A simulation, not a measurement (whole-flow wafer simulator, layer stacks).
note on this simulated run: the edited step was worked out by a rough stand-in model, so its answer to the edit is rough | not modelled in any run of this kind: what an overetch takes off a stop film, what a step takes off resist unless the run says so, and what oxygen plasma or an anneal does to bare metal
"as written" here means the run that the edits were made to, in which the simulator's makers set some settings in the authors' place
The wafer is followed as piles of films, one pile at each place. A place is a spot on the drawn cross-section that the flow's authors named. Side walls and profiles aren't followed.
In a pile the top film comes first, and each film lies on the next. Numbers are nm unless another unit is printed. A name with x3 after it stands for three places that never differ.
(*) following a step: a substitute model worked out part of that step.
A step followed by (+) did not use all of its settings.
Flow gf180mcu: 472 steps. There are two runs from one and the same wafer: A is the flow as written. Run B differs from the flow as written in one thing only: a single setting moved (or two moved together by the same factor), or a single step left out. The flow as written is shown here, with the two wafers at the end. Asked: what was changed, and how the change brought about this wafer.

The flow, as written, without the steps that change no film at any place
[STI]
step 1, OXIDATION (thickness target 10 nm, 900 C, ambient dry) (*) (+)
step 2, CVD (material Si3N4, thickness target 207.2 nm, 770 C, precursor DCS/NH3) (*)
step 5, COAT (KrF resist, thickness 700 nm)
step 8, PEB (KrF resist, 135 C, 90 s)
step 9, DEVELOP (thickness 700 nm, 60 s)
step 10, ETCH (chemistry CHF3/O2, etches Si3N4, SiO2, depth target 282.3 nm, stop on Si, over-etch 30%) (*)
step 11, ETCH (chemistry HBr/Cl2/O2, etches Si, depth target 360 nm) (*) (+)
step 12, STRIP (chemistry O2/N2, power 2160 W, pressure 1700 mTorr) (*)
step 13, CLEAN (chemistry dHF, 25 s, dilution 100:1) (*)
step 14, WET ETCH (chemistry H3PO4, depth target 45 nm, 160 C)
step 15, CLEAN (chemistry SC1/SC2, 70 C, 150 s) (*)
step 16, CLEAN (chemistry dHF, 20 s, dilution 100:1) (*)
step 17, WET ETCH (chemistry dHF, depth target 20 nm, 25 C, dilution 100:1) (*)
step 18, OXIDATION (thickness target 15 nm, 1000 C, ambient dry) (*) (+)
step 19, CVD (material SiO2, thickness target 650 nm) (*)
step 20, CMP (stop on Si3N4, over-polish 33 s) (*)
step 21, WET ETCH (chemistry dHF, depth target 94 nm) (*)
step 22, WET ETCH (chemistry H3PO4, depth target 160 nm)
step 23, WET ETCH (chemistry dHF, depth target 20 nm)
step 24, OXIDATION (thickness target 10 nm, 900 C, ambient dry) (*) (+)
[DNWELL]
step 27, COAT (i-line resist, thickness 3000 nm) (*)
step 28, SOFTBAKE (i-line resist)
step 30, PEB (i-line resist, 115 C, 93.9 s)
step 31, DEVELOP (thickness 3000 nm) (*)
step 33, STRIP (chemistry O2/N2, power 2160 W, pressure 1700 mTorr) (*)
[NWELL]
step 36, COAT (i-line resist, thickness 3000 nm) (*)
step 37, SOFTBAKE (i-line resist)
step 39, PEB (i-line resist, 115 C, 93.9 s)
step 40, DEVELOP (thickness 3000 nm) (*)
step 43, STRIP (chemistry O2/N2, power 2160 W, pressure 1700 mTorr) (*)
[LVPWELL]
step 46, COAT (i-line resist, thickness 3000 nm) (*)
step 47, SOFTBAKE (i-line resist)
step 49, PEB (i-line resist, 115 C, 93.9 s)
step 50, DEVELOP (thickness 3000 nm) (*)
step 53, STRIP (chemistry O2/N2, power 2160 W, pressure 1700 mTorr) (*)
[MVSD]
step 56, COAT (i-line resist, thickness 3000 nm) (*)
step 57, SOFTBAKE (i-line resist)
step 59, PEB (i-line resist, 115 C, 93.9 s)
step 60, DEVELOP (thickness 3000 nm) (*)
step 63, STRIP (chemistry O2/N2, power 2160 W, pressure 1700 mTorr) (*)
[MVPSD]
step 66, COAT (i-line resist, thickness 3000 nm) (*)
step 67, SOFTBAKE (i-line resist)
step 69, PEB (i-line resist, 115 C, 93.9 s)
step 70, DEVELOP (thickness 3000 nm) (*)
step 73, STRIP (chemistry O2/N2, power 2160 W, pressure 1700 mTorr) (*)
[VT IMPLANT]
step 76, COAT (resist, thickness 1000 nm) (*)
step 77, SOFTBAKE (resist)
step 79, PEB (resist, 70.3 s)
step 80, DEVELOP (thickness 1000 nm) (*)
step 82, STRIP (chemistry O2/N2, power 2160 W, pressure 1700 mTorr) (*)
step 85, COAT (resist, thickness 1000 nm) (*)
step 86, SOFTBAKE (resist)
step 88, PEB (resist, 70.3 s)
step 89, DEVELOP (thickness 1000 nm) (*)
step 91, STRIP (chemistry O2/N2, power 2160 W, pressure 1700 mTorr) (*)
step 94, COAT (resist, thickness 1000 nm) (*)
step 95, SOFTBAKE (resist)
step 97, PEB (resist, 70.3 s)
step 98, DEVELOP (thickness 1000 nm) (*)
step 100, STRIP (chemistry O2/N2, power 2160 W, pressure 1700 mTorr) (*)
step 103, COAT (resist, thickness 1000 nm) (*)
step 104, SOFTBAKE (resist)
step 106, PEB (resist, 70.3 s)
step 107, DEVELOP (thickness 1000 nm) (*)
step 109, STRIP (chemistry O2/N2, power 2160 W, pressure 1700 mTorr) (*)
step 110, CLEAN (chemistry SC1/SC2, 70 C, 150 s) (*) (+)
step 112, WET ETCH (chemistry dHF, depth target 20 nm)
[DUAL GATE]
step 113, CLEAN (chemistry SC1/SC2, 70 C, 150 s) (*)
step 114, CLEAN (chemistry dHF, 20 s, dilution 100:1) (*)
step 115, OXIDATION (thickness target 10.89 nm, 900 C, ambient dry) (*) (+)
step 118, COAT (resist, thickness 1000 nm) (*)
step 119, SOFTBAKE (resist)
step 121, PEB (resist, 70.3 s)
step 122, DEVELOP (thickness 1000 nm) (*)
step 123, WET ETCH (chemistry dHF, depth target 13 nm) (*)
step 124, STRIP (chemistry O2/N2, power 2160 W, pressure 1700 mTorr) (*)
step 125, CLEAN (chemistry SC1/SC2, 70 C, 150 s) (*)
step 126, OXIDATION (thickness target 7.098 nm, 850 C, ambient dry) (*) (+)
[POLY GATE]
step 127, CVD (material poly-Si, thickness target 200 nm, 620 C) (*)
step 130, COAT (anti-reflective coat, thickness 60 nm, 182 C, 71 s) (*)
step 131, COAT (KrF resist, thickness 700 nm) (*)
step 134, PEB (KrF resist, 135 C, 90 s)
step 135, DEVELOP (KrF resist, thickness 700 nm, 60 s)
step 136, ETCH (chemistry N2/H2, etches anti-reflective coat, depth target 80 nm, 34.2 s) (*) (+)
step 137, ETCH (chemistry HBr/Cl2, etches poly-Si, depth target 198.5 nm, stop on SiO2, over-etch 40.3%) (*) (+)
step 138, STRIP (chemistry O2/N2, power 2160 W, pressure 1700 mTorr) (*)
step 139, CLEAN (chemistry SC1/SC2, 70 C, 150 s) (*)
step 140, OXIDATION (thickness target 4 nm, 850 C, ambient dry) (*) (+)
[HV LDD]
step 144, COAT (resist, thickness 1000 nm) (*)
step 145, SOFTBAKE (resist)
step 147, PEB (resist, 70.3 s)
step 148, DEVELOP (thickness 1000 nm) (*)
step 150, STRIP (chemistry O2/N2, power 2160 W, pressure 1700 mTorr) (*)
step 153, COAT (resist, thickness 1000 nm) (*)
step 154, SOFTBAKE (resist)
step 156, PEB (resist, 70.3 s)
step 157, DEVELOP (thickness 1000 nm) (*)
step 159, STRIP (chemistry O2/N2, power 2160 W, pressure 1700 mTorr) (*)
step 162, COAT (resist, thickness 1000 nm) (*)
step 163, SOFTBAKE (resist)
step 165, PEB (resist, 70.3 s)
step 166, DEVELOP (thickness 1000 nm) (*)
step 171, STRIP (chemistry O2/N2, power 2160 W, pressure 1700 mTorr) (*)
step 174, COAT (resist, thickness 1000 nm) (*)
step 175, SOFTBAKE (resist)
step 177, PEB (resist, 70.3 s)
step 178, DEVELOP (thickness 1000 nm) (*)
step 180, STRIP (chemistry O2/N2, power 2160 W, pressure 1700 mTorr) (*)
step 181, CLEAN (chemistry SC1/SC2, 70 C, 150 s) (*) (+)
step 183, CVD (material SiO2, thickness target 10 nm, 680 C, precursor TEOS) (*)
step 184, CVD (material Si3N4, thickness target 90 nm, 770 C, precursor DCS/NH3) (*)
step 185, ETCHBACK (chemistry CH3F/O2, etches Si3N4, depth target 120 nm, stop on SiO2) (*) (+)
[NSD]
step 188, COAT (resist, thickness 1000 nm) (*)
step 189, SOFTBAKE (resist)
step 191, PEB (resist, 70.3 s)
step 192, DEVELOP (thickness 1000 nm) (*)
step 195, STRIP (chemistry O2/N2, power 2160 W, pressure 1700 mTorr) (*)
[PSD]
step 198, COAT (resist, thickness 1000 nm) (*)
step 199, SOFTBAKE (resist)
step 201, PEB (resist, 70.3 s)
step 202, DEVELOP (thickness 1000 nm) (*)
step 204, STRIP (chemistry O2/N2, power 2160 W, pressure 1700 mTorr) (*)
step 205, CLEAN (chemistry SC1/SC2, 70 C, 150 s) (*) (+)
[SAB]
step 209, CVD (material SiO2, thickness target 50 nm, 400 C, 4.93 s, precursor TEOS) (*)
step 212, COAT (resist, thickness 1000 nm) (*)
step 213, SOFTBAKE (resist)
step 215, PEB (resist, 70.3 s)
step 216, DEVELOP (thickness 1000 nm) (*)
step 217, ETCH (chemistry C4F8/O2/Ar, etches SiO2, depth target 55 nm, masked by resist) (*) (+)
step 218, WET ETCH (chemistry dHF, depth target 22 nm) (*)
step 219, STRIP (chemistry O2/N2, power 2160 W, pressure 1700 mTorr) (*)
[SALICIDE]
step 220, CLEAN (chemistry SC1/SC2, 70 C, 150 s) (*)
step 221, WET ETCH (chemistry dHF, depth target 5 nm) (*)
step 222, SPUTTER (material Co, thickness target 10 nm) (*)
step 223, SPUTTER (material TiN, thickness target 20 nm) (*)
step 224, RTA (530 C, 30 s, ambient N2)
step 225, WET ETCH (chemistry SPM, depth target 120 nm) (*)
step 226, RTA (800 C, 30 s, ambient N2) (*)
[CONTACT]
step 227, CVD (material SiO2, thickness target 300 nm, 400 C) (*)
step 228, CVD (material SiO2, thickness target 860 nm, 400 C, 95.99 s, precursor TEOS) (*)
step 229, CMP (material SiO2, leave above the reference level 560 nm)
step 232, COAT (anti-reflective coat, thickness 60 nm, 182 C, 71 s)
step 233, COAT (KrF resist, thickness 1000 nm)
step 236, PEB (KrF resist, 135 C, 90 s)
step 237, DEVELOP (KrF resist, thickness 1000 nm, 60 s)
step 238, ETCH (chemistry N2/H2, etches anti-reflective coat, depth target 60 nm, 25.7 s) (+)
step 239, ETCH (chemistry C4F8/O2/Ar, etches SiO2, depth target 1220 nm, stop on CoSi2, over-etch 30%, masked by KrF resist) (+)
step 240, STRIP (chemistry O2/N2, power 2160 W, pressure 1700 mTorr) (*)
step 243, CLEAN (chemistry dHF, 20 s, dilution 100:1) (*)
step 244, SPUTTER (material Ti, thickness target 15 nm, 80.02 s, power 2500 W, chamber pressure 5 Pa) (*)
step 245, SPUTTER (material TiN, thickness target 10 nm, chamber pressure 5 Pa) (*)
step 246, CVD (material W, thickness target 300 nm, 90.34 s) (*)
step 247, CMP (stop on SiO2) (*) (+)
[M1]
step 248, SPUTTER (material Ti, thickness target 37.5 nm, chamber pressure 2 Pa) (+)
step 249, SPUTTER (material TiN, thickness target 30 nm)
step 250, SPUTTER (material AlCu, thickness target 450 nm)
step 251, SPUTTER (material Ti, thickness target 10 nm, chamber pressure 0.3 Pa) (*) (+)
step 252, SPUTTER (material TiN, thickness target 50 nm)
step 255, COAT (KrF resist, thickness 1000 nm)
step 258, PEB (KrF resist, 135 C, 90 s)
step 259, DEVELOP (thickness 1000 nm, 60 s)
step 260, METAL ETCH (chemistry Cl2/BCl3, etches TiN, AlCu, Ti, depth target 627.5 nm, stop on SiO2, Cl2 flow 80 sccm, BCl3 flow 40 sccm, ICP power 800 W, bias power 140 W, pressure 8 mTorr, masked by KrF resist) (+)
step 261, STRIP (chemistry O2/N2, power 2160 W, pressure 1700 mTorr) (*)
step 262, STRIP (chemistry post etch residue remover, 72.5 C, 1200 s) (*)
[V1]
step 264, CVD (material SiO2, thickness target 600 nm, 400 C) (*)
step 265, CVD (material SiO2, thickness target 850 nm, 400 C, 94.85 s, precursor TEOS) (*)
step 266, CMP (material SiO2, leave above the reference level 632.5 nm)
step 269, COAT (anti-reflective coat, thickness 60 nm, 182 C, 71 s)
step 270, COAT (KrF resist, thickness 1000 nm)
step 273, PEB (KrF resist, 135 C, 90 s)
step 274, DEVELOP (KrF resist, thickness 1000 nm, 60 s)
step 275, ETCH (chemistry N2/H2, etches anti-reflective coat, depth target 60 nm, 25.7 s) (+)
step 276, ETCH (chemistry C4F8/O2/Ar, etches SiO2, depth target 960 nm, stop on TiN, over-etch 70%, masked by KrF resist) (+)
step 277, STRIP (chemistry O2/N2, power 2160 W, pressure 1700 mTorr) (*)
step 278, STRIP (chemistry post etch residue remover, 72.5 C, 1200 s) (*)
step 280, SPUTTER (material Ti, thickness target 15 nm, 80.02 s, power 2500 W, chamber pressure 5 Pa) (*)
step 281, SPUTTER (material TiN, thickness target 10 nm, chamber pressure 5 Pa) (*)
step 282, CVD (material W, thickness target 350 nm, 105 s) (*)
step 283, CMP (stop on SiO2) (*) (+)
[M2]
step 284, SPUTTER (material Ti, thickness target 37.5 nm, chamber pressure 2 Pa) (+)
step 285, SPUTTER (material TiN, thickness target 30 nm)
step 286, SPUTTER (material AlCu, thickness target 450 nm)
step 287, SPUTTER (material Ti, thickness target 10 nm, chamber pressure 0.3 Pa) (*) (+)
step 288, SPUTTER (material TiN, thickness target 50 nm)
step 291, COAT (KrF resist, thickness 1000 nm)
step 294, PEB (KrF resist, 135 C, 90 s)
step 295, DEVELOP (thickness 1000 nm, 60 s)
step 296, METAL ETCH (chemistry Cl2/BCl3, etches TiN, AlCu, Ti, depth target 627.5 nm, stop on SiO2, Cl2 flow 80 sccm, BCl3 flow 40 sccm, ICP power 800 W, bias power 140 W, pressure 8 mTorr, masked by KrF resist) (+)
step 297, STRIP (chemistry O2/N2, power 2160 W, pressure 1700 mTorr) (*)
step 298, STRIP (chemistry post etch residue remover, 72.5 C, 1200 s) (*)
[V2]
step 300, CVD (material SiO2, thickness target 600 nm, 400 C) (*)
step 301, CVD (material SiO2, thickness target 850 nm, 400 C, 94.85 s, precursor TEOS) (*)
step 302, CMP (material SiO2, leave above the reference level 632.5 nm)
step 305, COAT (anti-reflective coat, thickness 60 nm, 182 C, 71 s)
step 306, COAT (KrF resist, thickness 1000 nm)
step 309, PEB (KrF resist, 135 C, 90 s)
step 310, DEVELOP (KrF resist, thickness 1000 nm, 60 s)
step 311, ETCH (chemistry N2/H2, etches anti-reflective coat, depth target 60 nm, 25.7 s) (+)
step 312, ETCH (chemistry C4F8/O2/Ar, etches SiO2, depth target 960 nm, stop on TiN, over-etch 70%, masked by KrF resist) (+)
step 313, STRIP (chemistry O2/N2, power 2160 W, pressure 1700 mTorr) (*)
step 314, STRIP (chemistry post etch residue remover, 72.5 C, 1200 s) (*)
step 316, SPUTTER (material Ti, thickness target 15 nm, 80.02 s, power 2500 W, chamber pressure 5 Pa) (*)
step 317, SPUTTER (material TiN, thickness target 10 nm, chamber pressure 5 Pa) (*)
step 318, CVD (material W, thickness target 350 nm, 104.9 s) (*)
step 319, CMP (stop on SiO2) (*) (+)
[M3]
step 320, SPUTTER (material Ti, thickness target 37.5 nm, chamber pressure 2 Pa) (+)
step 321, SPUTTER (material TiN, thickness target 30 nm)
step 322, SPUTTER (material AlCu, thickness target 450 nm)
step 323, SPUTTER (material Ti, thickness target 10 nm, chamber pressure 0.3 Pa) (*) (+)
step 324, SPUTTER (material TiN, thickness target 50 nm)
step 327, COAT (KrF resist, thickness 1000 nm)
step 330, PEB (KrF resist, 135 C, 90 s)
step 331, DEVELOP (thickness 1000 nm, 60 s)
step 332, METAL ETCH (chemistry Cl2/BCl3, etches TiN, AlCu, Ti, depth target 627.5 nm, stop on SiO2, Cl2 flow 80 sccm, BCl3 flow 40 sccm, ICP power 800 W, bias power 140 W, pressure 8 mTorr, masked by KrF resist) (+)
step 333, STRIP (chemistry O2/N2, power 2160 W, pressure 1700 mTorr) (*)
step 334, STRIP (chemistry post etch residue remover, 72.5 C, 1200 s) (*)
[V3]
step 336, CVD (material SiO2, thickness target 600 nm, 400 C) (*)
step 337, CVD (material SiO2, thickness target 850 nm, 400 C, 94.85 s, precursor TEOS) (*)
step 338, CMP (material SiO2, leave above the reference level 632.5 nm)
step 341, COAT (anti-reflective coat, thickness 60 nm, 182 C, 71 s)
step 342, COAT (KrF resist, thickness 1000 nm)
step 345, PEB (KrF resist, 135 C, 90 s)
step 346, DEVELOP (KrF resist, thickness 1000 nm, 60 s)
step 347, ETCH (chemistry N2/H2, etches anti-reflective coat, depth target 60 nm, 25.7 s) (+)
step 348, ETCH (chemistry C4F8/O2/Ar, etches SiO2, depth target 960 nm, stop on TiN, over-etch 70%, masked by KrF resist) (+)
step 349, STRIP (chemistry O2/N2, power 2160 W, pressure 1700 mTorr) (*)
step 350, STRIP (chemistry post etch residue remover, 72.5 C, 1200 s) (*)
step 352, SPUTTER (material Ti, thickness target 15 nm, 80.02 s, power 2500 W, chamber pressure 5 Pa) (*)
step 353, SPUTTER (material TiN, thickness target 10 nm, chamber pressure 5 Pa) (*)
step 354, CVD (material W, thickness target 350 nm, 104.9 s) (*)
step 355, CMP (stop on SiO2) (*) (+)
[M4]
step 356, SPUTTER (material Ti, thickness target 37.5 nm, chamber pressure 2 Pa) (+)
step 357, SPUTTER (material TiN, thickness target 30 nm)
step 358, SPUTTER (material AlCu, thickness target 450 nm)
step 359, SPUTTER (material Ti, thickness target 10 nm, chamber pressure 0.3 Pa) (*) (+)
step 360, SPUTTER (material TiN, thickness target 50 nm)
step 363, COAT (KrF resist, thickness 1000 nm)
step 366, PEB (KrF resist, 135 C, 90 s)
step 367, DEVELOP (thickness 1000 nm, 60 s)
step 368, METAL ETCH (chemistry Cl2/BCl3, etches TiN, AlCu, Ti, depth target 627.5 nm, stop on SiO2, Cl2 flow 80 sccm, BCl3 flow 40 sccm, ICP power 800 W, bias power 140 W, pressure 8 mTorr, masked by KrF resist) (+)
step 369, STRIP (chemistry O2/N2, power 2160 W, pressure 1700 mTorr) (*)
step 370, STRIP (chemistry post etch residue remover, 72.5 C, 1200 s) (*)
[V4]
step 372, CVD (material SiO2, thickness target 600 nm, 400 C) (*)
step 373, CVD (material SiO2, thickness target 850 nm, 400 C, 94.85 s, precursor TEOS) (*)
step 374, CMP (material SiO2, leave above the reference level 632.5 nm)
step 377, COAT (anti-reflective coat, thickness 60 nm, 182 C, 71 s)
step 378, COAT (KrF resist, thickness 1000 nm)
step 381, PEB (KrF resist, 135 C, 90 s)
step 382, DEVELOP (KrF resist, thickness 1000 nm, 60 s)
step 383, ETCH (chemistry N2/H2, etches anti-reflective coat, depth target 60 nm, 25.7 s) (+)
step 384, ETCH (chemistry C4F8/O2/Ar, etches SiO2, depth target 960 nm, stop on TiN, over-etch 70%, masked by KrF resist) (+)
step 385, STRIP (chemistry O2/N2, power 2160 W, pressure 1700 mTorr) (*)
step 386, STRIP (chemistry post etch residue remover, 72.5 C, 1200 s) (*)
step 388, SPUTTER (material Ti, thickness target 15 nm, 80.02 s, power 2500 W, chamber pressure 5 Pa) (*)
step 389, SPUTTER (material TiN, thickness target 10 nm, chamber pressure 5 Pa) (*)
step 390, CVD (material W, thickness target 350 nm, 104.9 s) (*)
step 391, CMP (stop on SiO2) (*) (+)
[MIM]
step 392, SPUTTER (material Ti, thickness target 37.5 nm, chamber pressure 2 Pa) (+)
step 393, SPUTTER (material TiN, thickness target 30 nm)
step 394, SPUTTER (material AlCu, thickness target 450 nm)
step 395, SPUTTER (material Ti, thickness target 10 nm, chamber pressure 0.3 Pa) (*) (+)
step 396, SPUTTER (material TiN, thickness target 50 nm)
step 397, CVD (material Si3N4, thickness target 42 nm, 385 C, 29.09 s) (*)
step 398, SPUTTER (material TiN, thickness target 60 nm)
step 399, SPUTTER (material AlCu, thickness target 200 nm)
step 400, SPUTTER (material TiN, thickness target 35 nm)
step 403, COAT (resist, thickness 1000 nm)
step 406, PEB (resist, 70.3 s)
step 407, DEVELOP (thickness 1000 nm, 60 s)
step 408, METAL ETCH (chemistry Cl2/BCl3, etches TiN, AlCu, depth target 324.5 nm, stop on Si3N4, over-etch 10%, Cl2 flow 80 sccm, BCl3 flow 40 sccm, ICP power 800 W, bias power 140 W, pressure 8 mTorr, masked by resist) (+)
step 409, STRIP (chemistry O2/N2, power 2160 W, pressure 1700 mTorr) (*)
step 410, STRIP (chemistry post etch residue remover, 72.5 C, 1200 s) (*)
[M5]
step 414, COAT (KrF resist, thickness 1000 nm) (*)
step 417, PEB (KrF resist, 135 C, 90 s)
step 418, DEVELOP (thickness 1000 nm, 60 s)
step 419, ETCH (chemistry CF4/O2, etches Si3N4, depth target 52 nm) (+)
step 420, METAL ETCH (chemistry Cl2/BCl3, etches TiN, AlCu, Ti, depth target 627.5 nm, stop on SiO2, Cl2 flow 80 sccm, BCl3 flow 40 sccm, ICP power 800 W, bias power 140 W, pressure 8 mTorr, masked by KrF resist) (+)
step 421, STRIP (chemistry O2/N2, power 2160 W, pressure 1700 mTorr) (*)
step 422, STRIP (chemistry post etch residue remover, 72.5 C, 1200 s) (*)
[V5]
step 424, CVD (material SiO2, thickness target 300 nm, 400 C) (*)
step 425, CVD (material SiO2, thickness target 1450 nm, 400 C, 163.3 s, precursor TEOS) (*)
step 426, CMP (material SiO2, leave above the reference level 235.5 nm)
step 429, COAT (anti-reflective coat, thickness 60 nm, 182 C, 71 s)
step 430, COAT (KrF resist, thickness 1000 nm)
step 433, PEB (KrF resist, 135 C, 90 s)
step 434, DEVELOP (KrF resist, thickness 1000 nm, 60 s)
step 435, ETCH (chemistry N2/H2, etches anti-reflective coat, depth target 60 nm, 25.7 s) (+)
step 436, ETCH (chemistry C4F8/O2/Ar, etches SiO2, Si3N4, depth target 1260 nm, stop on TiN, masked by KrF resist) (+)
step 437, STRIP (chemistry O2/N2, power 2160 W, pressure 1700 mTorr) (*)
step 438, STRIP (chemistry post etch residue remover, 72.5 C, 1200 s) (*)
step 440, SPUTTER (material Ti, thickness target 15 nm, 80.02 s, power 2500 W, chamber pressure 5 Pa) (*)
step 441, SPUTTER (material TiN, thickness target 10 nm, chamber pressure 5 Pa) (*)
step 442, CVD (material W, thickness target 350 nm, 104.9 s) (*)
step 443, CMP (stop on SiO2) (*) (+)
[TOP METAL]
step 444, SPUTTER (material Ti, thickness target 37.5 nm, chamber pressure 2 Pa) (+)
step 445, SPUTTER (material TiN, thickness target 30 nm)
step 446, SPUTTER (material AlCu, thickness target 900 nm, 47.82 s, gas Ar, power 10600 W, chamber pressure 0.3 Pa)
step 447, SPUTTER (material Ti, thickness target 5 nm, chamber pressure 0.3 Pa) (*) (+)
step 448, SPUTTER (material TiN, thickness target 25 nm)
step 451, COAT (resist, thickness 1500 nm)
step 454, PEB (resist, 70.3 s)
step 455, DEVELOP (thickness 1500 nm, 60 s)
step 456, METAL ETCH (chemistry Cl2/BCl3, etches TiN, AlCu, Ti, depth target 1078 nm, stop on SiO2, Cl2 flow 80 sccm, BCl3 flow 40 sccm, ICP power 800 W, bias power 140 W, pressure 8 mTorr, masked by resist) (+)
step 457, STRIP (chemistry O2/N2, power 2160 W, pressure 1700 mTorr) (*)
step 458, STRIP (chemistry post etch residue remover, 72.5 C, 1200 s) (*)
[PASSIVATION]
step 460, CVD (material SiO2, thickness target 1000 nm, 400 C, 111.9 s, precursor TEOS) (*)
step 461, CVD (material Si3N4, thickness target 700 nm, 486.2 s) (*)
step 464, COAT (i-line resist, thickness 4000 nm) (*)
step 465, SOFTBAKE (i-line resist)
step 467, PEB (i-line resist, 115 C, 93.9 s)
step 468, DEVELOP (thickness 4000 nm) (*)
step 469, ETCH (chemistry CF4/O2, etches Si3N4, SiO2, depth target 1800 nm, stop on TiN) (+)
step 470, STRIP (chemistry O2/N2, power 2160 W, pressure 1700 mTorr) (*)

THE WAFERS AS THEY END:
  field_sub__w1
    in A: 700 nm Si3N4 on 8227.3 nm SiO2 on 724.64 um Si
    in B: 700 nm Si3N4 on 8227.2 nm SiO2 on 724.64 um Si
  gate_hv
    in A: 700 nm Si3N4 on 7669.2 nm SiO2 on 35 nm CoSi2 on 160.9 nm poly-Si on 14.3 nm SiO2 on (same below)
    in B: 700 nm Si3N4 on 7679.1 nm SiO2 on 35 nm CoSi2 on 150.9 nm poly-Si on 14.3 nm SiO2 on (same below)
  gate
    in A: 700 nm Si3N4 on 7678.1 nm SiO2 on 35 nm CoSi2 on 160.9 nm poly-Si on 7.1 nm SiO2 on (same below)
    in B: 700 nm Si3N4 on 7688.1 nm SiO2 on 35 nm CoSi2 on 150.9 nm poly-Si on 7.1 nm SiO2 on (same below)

The reason: step 127, CVD: thickness target 190 nm was run, whereas the flow has thickness target 200 nm.

Step by step, how the change led to this:
  step 127, CVD (material poly-Si, thickness target 200 nm, 620 C) (*)
      field, field__w1, field__w2 and 89 more: A +200 poly-Si (new film) | B +190 poly-Si (new film)
  step 137, ETCH (chemistry HBr/Cl2, etches poly-Si, depth target 198.5 nm, stop on SiO2, over-etch 40.3%) (*) (+)
      gate, gate_hv, gate_p and 25 more: A -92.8 KrF resist | B -88.5 KrF resist
      field__w3, field__w12, field_sub and 14 more: A -199 poly-Si (all of it), -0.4 SiO2 | B -189 poly-Si (all of it), -1.13 SiO2
      (as well as at 47 more places)
  step 145, SOFTBAKE (resist)
      field_sub: A +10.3 resist | B +9.79 resist
      ld_acc_n: A -11.1 resist | B -10.5 resist
      (as well as at 4 more places)
  step 154, SOFTBAKE (resist)
      field_sub: A +10.3 resist | B +9.79 resist
      ld_acc_n: A -11.1 resist | B -10.5 resist
      (as well as at 4 more places)
  step 163, SOFTBAKE (resist)
      field_sub: A +10.3 resist | B +9.79 resist
      ld_acc_n: A -11.1 resist | B -10.5 resist
      (as well as at 4 more places)
  step 175, SOFTBAKE (resist)
      field_sub: A +10.3 resist | B +9.79 resist
      ld_acc_n: A -11.1 resist | B -10.5 resist
      (as well as at 4 more places)
  step 189, SOFTBAKE (resist)
      active_hv: A +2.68 resist | B -0.45 resist
      ldn_ch: A -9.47 resist | B -8.96 resist
      (as well as at 2 more places)
  step 199, SOFTBAKE (resist)
      active_hv: A +2.68 resist | B -0.45 resist
      ldn_ch: A -9.47 resist | B -8.96 resist
      (as well as at 2 more places)
  step 213, SOFTBAKE (resist)
      field_sub: A +11.7 resist | B +11.1 resist
      ld_acc_n: A -11.4 resist | B -10.8 resist
      (as well as at 3 more places)
  step 218, WET ETCH (chemistry dHF, depth target 22 nm) (*)
      ldn_tap, ldn_src, ldn_drn, ldp_tap, ldp_src, ldp_drn, ldp_gr: A -16 SiO2 (all of it) | B -15.3 SiO2 (all of it)
      active, iso_ptap_pw, iso_ntap_nw, iso_ptap_sub, vpnp_e: A -9.01 SiO2 (all of it) | B -8.33 SiO2 (all of it)
      (as well as at 10 more places)
  step 223, SPUTTER (material TiN, thickness target 20 nm) (*)
      field__w12: A +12 TiN (new film) | B +12.7 TiN (new film)
  step 225, WET ETCH (chemistry SPM, depth target 120 nm) (*)
      field__w12: A -12 TiN (all of it), -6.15 Co (all of it) | B -12.7 TiN (all of it), -6.21 Co (all of it)
  step 229, CMP (material SiO2, leave above the reference level 560 nm)
      ld_drift_p, ld_drn_p: A -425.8 SiO2 | B -415.8 SiO2
